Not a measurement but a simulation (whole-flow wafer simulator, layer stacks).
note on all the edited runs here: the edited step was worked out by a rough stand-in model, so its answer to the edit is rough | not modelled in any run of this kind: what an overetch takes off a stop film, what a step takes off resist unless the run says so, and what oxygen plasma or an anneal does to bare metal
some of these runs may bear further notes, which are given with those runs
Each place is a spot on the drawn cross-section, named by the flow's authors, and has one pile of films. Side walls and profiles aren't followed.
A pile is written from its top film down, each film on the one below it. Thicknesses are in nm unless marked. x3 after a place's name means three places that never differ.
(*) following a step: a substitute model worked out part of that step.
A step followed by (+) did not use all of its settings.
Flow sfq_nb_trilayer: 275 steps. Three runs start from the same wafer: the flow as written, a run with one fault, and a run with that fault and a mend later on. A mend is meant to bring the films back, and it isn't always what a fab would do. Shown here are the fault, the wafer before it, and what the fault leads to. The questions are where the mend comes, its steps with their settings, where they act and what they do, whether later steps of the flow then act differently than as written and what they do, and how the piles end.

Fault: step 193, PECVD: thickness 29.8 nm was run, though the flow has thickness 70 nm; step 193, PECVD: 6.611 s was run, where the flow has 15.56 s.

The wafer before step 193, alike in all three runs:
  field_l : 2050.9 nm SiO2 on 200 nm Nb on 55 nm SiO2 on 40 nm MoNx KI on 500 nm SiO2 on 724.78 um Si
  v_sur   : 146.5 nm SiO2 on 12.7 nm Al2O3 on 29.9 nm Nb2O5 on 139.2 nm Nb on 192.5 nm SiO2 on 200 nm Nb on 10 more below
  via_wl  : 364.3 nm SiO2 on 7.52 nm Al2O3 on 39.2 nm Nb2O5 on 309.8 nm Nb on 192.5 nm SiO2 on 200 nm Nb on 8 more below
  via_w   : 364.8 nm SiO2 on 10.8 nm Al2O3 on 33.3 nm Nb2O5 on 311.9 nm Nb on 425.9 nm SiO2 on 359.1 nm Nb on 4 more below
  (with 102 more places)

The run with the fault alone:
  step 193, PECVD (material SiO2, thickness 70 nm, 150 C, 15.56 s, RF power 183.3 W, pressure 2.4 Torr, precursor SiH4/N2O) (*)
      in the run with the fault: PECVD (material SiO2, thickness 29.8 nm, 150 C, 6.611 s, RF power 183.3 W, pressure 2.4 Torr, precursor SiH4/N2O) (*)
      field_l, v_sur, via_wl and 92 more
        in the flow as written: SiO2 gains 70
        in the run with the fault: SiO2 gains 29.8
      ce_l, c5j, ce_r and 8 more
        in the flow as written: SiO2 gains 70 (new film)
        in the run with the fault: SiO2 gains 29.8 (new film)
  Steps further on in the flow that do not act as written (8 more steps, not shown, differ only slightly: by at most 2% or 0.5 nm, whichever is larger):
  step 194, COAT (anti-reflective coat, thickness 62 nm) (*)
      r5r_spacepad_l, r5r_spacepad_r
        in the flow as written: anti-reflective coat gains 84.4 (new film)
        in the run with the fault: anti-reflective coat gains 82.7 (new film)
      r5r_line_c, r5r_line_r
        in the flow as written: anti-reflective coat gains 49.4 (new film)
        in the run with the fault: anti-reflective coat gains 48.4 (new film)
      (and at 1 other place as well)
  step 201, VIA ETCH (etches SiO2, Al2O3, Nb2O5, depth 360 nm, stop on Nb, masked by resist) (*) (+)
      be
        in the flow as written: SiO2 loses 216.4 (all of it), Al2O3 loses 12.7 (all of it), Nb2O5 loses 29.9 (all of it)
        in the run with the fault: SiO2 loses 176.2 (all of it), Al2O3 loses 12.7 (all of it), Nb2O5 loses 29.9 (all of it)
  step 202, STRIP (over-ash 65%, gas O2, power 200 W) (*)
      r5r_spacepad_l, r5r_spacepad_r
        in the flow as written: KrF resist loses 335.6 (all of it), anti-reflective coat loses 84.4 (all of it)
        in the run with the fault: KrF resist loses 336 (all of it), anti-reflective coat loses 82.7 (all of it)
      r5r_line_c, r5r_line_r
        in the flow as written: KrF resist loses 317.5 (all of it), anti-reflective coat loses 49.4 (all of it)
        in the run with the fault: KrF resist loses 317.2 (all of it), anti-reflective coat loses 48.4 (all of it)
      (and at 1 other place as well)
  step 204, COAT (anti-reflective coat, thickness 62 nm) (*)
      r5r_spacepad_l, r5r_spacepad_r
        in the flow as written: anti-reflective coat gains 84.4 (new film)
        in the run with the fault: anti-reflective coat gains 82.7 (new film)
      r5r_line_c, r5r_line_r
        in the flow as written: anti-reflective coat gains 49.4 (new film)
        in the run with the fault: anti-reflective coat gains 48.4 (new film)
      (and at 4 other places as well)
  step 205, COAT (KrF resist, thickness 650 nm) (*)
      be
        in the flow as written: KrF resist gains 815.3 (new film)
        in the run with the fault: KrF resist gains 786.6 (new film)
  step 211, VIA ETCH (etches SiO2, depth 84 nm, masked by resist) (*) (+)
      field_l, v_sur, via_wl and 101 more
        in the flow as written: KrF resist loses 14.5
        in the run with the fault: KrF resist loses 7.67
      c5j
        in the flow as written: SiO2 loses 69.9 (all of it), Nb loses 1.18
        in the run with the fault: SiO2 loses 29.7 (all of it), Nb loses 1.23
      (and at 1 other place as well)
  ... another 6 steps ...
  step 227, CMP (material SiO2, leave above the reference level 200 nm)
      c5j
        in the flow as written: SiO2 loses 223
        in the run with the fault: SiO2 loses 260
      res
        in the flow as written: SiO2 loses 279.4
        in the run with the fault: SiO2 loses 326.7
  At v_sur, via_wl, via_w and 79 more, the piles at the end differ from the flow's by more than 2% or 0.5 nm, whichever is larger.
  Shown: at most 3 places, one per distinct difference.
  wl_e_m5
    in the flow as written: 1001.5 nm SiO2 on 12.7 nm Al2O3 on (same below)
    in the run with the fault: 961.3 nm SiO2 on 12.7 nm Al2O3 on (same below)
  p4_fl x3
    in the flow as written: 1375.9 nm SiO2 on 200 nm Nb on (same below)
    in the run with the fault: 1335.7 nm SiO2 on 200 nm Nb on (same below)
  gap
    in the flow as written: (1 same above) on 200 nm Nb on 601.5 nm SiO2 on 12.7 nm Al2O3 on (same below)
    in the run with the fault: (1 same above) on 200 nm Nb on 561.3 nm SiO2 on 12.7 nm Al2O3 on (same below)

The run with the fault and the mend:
  The mend stands after step 199.
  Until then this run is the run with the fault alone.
  step 199a, STRIP (over-ash 65%, gas O2, power 200 W) (*)
      p4_fl x3, p4_w1 x9, p4_g1 x2 and 33 more
        KrF resist loses 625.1 (all of it), anti-reflective coat loses 62 (all of it)
      wl_b_m5, wl_b_sr, wl_c_sl and 12 more
        KrF resist loses 625 (all of it), anti-reflective coat loses 62 (all of it)
      v_sur, via_wl, via_w
        KrF resist loses 625.7 (all of it), anti-reflective coat loses 62.2 (all of it)
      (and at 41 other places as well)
  step 199b, PECVD (material SiO2, thickness 40.2 nm, 150 C, 8.933 s, RF power 183.3 W, pressure 2.4 Torr, precursor SiH4/N2O) (*) (the flow's step 193, run once more with other settings)
      field_l, v_sur, via_wl and 103 more
        SiO2 gains 40.2
  step 199c, COAT (anti-reflective coat, thickness 62 nm) (*) (the flow's step 194, run once more)
      p4_fl x3, p4_w1 x9, p4_g1 x2 and 50 more
        anti-reflective coat gains 62 (new film)
      via_wr, via_sp, via_v, wire, lsp_r, l0_sur, l0v
        anti-reflective coat gains 62.3 (new film)
      be, be_sur, gap, lsp_m, ln_m6
        anti-reflective coat gains 62.4 (new film)
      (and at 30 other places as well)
  step 199d, COAT (KrF resist, thickness 650 nm) (*) (the flow's step 195, run once more)
      p4_fl x3, p4_w1 x9, p4_g1 x2 and 33 more
        KrF resist gains 650 (new film)
      wl_b_m5, wl_b_sr, wl_c_sl and 12 more
        KrF resist gains 649.9 (new film)
      v_sur, via_wl, via_w
        KrF resist gains 650.6 (new film)
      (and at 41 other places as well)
  step 199e, SOFTBAKE (KrF resist) (the flow's step 196, run once more)
      leaves every film unchanged at each place that is followed
  step 199f, EXPOSE (photomask I5, dose 12.41 mJ/cm2, NA 0.6, wavelength 248 nm) (*) (the flow's step 197, run once more)
      leaves every film unchanged at each place that is followed
  step 199g, PEB (KrF resist, 90 s) (the flow's step 198, run once more)
      field_l, v_sur, via_wl and 87 more
        KrF resist loses 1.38
      jj_sur, ce_l, sp_r, moat, field_r, wl_jj
        KrF resist loses 1.39
      be_r, r_sur, res, r_end
        KrF resist loses 1.33
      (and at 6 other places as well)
  step 199h, DEVELOP (KrF resist, thickness 650 nm, 60 s) (the flow's step 199, run once more)
      field_l, v_sur, via_wl and 102 more
        KrF resist loses 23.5
      be
        KrF resist loses 649.8 (all of it)
  None of the later steps of the flow differs from how it acts as written, at any place that is followed, by more than 2% or 0.5 nm, whichever is larger.
  The piles end the same as the flow's at every place that both follow.
